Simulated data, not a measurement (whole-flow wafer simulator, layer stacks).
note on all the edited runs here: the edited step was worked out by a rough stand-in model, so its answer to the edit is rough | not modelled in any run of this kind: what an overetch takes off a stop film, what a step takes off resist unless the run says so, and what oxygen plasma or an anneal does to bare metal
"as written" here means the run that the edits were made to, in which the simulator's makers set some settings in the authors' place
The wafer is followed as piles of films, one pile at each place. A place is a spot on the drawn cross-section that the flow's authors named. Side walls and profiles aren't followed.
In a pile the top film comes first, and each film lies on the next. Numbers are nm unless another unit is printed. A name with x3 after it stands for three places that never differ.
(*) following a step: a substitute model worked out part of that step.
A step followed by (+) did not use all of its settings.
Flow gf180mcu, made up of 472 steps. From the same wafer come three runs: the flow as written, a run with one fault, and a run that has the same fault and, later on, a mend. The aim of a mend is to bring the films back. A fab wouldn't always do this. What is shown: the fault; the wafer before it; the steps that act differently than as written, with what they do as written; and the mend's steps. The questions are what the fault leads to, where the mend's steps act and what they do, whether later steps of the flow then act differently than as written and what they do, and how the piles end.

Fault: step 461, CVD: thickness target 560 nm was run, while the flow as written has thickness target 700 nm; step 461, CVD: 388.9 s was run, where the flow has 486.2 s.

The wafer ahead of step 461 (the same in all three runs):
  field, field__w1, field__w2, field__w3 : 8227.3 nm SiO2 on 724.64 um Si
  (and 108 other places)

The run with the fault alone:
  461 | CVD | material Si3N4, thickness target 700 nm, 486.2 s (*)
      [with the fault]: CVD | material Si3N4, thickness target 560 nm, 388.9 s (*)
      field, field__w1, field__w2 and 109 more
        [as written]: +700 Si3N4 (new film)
        [with the fault]: +560 Si3N4 (new film)
  Steps further on in the flow that do not act as written (not shown: 4 more steps that differ only slightly, by at most 2% or 0.5 nm, whichever is larger):
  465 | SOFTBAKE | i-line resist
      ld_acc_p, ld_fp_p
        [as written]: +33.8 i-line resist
        [with the fault]: +33.1 i-line resist
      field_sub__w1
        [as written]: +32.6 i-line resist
        [with the fault]: +31.9 i-line resist
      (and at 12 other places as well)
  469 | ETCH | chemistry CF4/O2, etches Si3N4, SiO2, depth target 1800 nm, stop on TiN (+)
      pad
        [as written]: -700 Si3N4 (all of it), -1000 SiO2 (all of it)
        [with the fault]: -560 Si3N4 (all of it), -1000 SiO2 (all of it)
  By the end, the piles at field, field__w1, field__w2 and 108 more depart from the flow's by more than 2% or 0.5 nm, whichever is larger.
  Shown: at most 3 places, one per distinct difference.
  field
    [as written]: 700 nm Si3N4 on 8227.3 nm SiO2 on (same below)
    [with the fault]: 560 nm Si3N4 on 8227.3 nm SiO2 on (same below)
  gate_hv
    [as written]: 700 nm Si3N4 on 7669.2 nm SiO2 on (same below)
    [with the fault]: 560 nm Si3N4 on 7669.2 nm SiO2 on (same below)
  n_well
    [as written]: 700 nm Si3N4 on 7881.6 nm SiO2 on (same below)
    [with the fault]: 560 nm Si3N4 on 7881.6 nm SiO2 on (same below)

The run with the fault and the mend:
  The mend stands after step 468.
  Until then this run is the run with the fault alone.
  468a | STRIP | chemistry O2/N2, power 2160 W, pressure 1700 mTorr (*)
      iso_ptap_pw, iso_ntap_nw, iso_nw_fld and 33 more
        -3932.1 i-line resist (all of it)
      p_well, sti, spacer, sd_n, mim_1p0, dice_street
        -3938.2 i-line resist (all of it)
      field__w2, field__w3, field__w6, field__w12
        -3985.7 i-line resist (all of it)
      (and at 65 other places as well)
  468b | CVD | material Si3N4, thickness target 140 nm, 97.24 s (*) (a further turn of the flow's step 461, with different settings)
      field, field__w1, field__w2 and 109 more
        +140.1 Si3N4
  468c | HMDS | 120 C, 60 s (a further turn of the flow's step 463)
      alters no film at any place that is followed
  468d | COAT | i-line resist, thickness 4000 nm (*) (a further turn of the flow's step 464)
      iso_ptap_pw, iso_ntap_nw, iso_nw_fld and 33 more
        +4000 i-line resist (new film)
      field__w5, field__w9, field__w11, field__w13, gate_p_hv, nplus_u
        +4017 i-line resist (new film)
      p_well, sti, spacer, sd_n, mim_1p0, dice_street
        +4006.3 i-line resist (new film)
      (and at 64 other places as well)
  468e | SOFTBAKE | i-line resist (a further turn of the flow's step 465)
      field__w11, field__w13, mim, ppoly_u
        +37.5 i-line resist
      ld_fp_p, ld_drift_p, ld_drn_p
        +33.8 i-line resist
      field__w2, field_sub__w3
        +33.3 i-line resist
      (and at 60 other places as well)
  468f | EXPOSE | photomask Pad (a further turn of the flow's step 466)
      alters no film at any place that is followed
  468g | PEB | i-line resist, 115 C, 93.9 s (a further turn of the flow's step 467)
      iso_ptap_pw, iso_ntap_nw, iso_nw_fld and 33 more
        -67.9 i-line resist
      field, field__w2, field__w3 and 25 more
        -68.8 i-line resist
      field_sub, field_sub__w1, field_sub__w2 and 23 more
        -68.7 i-line resist
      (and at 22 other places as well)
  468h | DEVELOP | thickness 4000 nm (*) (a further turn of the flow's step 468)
      field__w7, field__w9, field_sub__w1 and 13 more
        -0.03 i-line resist
      pad
        -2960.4 i-line resist (all of it)
  Later steps of the flow that are run all act as written at every place that is followed, up to a difference of at most 2% or 0.5 nm, whichever is larger.
  The piles end only slightly different from the flow's at the places that both follow, by no more than 2% or 0.5 nm, whichever is larger.
